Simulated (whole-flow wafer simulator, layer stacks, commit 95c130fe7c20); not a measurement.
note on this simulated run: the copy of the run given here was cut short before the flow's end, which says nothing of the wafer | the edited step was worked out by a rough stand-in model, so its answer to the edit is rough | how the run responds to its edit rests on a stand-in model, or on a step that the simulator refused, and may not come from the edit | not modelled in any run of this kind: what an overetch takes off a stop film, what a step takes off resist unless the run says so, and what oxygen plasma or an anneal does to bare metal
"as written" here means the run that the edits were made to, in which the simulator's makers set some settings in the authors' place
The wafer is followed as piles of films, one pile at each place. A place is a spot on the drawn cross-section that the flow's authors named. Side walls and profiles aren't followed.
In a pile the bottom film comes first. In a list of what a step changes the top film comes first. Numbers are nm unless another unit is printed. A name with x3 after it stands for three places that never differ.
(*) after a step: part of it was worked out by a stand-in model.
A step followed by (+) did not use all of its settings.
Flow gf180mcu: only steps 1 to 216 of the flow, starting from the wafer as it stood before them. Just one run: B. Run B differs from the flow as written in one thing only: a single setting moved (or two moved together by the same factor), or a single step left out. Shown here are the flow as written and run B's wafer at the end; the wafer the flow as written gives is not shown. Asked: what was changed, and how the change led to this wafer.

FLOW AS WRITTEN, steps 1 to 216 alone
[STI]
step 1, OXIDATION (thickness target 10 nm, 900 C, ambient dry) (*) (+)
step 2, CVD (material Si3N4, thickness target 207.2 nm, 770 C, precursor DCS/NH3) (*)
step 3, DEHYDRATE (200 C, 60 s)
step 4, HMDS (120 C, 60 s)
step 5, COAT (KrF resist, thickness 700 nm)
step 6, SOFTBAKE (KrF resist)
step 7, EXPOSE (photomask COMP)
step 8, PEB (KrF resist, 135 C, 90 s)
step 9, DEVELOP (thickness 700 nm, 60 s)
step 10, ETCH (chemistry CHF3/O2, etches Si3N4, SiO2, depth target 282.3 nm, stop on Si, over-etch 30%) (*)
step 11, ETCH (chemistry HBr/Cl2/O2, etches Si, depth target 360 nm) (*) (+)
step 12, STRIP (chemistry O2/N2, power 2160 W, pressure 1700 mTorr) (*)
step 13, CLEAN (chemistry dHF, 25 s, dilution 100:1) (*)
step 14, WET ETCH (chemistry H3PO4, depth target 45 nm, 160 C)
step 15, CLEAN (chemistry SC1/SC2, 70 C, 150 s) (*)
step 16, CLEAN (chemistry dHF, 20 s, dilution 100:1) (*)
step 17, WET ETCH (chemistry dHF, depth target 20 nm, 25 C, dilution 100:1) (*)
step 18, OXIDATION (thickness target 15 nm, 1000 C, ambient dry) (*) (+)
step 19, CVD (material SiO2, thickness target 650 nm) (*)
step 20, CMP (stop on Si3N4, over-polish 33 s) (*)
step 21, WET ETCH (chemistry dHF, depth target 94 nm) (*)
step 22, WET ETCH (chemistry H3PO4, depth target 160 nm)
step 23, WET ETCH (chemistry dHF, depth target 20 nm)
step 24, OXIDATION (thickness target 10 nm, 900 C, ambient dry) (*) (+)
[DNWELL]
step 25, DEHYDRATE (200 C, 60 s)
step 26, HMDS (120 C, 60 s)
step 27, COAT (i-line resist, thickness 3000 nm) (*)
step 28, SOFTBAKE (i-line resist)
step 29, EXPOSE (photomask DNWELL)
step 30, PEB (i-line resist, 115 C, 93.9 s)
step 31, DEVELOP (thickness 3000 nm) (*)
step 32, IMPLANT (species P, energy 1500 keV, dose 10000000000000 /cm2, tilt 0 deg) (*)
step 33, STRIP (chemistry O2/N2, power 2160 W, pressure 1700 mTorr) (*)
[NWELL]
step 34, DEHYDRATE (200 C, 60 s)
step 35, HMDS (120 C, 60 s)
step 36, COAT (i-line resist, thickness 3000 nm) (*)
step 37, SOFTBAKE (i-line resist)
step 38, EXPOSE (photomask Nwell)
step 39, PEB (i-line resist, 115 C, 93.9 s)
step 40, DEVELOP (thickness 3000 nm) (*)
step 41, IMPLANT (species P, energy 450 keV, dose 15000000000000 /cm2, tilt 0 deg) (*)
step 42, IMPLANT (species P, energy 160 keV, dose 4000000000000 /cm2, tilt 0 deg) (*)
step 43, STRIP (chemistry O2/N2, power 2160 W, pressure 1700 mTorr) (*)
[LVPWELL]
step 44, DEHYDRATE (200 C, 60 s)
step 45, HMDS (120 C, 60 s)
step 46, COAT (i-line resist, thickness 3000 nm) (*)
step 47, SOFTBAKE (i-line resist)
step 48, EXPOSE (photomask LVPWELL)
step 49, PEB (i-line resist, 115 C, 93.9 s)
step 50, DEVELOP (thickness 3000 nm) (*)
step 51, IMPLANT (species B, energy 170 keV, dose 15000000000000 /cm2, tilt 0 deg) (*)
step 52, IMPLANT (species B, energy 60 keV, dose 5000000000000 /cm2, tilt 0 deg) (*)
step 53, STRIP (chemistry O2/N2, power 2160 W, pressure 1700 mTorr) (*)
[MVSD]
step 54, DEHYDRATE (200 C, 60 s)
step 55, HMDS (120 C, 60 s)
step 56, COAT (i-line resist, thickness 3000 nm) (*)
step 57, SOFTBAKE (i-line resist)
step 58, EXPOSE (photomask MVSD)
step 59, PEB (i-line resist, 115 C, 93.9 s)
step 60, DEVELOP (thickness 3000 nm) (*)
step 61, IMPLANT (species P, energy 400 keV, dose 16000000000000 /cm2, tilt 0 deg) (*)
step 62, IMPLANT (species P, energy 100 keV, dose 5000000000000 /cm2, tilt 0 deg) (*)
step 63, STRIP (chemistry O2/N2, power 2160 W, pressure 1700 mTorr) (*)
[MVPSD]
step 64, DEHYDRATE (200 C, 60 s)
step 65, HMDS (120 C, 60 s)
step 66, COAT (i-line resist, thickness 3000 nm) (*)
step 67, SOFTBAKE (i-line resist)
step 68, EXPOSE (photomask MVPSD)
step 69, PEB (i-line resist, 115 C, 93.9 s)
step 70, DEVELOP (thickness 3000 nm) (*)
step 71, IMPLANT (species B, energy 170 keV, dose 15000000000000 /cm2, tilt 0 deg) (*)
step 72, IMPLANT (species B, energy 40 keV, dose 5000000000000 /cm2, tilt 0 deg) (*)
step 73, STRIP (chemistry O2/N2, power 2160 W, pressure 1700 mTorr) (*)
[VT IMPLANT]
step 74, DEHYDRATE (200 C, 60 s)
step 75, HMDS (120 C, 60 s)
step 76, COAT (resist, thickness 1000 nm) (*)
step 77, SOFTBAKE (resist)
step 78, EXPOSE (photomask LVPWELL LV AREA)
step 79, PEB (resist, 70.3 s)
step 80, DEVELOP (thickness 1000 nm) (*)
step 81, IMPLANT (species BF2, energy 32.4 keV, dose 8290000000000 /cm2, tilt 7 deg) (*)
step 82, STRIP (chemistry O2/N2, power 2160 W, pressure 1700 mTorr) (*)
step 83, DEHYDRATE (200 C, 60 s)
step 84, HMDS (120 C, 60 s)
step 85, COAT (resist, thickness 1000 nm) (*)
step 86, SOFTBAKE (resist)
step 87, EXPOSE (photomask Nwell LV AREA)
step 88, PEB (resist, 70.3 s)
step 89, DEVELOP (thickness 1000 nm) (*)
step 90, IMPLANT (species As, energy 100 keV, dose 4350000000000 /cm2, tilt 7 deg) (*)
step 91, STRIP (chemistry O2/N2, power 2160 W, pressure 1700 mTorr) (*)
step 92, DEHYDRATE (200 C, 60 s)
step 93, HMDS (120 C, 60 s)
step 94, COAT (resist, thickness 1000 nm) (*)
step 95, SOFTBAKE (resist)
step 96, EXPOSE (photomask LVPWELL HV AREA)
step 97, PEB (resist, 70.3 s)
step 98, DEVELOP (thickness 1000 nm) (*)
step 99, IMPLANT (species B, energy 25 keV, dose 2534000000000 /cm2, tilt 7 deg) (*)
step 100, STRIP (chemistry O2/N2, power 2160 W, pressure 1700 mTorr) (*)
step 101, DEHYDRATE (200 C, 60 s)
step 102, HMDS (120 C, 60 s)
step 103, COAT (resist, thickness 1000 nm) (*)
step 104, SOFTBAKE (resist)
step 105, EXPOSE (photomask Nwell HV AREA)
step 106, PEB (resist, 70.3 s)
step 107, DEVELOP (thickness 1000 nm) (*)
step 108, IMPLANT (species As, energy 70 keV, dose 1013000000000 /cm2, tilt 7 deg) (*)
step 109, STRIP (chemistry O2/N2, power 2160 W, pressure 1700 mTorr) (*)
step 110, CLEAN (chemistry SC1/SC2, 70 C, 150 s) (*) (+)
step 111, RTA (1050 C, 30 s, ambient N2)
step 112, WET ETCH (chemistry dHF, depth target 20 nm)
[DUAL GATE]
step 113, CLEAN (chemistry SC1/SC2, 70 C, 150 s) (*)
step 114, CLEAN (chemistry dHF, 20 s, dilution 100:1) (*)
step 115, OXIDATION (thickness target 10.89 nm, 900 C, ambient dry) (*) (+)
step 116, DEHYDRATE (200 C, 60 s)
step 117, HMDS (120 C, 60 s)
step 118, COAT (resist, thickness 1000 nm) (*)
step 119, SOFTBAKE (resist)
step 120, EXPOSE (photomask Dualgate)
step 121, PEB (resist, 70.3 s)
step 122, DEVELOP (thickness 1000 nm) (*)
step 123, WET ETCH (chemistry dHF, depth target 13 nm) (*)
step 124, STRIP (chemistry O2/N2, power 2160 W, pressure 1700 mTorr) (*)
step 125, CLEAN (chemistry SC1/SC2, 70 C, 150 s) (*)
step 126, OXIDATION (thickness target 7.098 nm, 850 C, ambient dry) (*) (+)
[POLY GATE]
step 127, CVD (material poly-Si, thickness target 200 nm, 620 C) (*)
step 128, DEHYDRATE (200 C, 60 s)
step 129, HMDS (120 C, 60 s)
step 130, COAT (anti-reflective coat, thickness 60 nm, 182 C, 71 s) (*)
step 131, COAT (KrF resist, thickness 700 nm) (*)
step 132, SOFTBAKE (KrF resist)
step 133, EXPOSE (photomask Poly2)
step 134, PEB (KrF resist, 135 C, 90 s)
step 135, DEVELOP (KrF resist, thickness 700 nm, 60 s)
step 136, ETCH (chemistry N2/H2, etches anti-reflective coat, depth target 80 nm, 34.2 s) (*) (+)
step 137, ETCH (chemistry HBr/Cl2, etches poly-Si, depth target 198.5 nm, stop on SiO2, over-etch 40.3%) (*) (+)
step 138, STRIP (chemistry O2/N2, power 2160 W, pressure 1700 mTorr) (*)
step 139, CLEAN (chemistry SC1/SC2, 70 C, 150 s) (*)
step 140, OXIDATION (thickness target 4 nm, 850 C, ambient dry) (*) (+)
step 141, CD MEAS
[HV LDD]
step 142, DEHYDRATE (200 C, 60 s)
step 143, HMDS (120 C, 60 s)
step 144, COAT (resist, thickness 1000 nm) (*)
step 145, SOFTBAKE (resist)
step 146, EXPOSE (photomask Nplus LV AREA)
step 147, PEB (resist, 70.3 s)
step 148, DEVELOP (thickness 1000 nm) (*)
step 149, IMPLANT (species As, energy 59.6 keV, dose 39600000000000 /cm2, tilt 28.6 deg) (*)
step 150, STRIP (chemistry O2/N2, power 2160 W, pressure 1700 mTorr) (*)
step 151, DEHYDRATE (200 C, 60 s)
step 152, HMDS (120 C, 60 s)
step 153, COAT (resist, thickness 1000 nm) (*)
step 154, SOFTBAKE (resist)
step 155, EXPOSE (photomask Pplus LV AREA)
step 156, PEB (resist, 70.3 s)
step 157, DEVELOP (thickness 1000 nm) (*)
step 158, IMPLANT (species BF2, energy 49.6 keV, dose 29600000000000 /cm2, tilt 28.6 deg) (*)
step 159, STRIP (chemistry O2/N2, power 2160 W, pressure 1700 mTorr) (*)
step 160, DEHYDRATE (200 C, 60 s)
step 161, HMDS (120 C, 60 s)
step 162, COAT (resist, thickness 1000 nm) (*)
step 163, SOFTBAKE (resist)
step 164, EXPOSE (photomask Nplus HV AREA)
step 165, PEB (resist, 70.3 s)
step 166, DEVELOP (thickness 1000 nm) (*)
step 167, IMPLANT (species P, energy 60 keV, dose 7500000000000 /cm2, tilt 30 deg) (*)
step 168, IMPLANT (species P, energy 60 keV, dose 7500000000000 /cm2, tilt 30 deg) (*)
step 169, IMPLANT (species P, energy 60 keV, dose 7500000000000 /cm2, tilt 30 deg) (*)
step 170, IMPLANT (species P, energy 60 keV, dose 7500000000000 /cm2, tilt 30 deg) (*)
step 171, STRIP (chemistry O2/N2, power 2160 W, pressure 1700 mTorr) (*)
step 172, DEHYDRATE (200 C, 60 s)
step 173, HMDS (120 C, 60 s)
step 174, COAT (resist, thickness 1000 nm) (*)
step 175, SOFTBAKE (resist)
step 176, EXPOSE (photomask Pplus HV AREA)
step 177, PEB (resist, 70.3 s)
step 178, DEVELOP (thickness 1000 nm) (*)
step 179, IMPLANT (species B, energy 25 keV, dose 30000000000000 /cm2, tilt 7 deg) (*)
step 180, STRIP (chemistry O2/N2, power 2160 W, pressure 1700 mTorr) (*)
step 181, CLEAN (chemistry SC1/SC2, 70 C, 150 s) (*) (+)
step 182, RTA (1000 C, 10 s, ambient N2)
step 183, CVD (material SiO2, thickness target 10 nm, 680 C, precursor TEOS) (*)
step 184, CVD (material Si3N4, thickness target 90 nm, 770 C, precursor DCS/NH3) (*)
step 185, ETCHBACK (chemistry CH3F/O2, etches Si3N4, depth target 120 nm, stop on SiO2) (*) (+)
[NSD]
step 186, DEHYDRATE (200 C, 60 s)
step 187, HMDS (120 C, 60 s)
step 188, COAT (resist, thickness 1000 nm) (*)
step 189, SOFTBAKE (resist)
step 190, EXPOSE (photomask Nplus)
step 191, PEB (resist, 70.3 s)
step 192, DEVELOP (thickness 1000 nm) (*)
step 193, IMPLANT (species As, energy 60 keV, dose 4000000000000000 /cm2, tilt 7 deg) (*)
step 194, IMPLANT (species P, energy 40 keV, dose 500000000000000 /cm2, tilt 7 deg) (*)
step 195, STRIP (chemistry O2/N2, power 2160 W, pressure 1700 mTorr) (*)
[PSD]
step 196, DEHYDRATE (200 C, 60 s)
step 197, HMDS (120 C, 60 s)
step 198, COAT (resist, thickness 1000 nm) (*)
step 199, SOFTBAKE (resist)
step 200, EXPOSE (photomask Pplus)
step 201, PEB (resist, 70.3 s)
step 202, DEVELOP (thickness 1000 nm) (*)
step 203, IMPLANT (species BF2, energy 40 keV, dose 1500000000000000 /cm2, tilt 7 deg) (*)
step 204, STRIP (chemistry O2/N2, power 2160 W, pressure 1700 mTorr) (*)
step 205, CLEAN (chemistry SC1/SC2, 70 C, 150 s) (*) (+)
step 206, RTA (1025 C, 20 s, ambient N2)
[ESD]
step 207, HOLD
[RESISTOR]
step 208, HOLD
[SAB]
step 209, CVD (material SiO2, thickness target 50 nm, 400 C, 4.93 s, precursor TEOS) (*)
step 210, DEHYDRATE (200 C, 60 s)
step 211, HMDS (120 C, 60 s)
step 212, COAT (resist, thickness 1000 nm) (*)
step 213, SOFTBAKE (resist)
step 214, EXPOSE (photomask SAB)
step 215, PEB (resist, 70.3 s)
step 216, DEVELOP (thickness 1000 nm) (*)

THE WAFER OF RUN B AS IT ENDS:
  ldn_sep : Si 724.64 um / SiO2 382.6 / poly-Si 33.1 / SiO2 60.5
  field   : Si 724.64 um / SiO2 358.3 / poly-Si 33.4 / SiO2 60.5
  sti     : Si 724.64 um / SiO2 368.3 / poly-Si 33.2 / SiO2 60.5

Cause: step 127, CVD: thickness target 315 nm was run, whereas the flow has thickness target 200 nm.

The path from the change to this, step by step:
  step 127, CVD (material poly-Si, thickness target 200 nm, 620 C) (*)
      field, field__w1, field__w2 and 87 more: poly-Si gains 315 (new film) (as written it would have been: poly-Si gains 200 (new film))
      ldn_drn, ldp_drn: poly-Si gains 315.6 (new film) (as written it would have been: poly-Si gains 200 (new film))
  step 137, ETCH (chemistry HBr/Cl2, etches poly-Si, depth target 198.5 nm, stop on SiO2, over-etch 40.3%) (*) (+)
      field__w3, field__w12, field_sub and 14 more: poly-Si loses 278.5 (as written it would have been: poly-Si loses 199 (all of it), SiO2 loses 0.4)
      field__w6, sti, m1 and 11 more: poly-Si loses 278.5 (as written it would have been: poly-Si loses 198.8 (all of it), SiO2 loses 0.4)
      (and at 33 other places as well)
  step 138, STRIP (chemistry O2/N2, power 2160 W, pressure 1700 mTorr) (*)
      field, field__w1, field__w2 and 61 more: chemical SiO2 gains 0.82 (new film), poly-Si loses 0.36 (as written it would have been: nothing)
  step 139, CLEAN (chemistry SC1/SC2, 70 C, 150 s) (*)
      field, field__w1, field__w2 and 34 more: chemical SiO2 loses 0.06, poly-Si loses 0.27 (as written it would have been: SiO2 loses 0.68)
  step 140, OXIDATION (thickness target 4 nm, 850 C, ambient dry) (*) (+)
      field, field__w1, field__w2 and 21 more: SiO2 gains 4 (new film), chemical SiO2 loses 0.76 (all of it), poly-Si loses 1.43 (as written it would have been: SiO2 gains 0.15, Si loses 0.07)
      active_hv, active_nat, ld_sd_n and 11 more: SiO2 gains 4 (new film), chemical SiO2 loses 0.76 (all of it), poly-Si loses 1.43 (as written it would have been: SiO2 gains 0.96, Si loses 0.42)
      (and at 26 other places as well)
  step 144, COAT (resist, thickness 1000 nm) (*)
      polyc_n, polyc_p: resist gains 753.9 (new film) (as written it would have been: resist gains 817.8 (new film))
      field_sub__w4: resist gains 1070.5 (new film) (as written it would have been: resist gains 1047.7 (new film))
      (and at 30 other places as well)
  step 145, SOFTBAKE (resist)
      active_hv: resist loses 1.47 (as written it would have been: resist gains 0.44)
      nw_enc_fld_lv__w3: resist loses 1.65 (as written it would have been: resist gains 2.63)
      (and at 73 other places as well)
  step 147, PEB (resist, 70.3 s)
      polyc_n, polyc_n_rim, polyc_p, polyc_p_rim: resist loses 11 (as written it would have been: resist loses 12.2)
      ldn_ch, ldn_acc, ldp_ch, ldp_acc: resist loses 11.9 (as written it would have been: resist loses 13)
      (and at 27 other places as well)
  step 148, DEVELOP (thickness 1000 nm) (*)
      gate: resist loses 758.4 (all of it) (as written it would have been: resist loses 822.7 (all of it))
      npoly_u: resist loses 759.2 (all of it) (as written it would have been: resist loses 821.5 (all of it))
      (and at 3 other places as well)
  step 150, STRIP (chemistry O2/N2, power 2160 W, pressure 1700 mTorr) (*)
      field_sub__w4: resist loses 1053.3 (all of it) (as written it would have been: resist loses 1030.9 (all of it))
      gate_hv: resist loses 763.6 (all of it) (as written it would have been: resist loses 824.2 (all of it))
      (and at 25 other places as well)
  step 153, COAT (resist, thickness 1000 nm) (*)
      polyc_n, polyc_p: resist gains 753.9 (new film) (as written it would have been: resist gains 817.8 (new film))
      field_sub__w4: resist gains 1070.5 (new film) (as written it would have been: resist gains 1047.7 (new film))
      (and at 30 other places as well)
  step 154, SOFTBAKE (resist)
      active_hv: resist loses 1.47 (as written it would have been: resist gains 0.44)
      nw_enc_fld_lv__w3: resist loses 1.65 (as written it would have been: resist gains 2.63)
      (and at 73 other places as well)
  step 156, PEB (resist, 70.3 s)
      polyc_n, polyc_n_rim, polyc_p, polyc_p_rim: resist loses 11 (as written it would have been: resist loses 12.2)
      ldn_ch, ldn_acc, ldp_ch, ldp_acc: resist loses 11.9 (as written it would have been: resist loses 13)
      (and at 27 other places as well)
  step 157, DEVELOP (thickness 1000 nm) (*)
      gate_p: resist loses 765.8 (all of it) (as written it would have been: resist loses 828.7 (all of it))
      ppoly_u: resist loses 767 (all of it) (as written it would have been: resist loses 827 (all of it))
      (and at 3 other places as well)
  step 159, STRIP (chemistry O2/N2, power 2160 W, pressure 1700 mTorr) (*)
      field_sub__w4: resist loses 1053.3 (all of it) (as written it would have been: resist loses 1030.9 (all of it))
      gate: resist loses 758.4 (all of it) (as written it would have been: resist loses 822.7 (all of it))
      (and at 25 other places as well)
  step 162, COAT (resist, thickness 1000 nm) (*)
      polyc_n, polyc_p: resist gains 753.9 (new film) (as written it would have been: resist gains 817.8 (new film))
      field_sub__w4: resist gains 1070.5 (new film) (as written it would have been: resist gains 1047.7 (new film))
      (and at 30 other places as well)
  ... another 23 steps ...
  step 216, DEVELOP (thickness 1000 nm) (*)
      field__w3, field__w12: resist loses 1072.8 (all of it) (as written it would have been: resist loses 1049.4 (all of it))
      field__w2: resist loses 1059 (all of it) (as written it would have been: resist loses 1035.2 (all of it))
      (and at 43 other places as well)
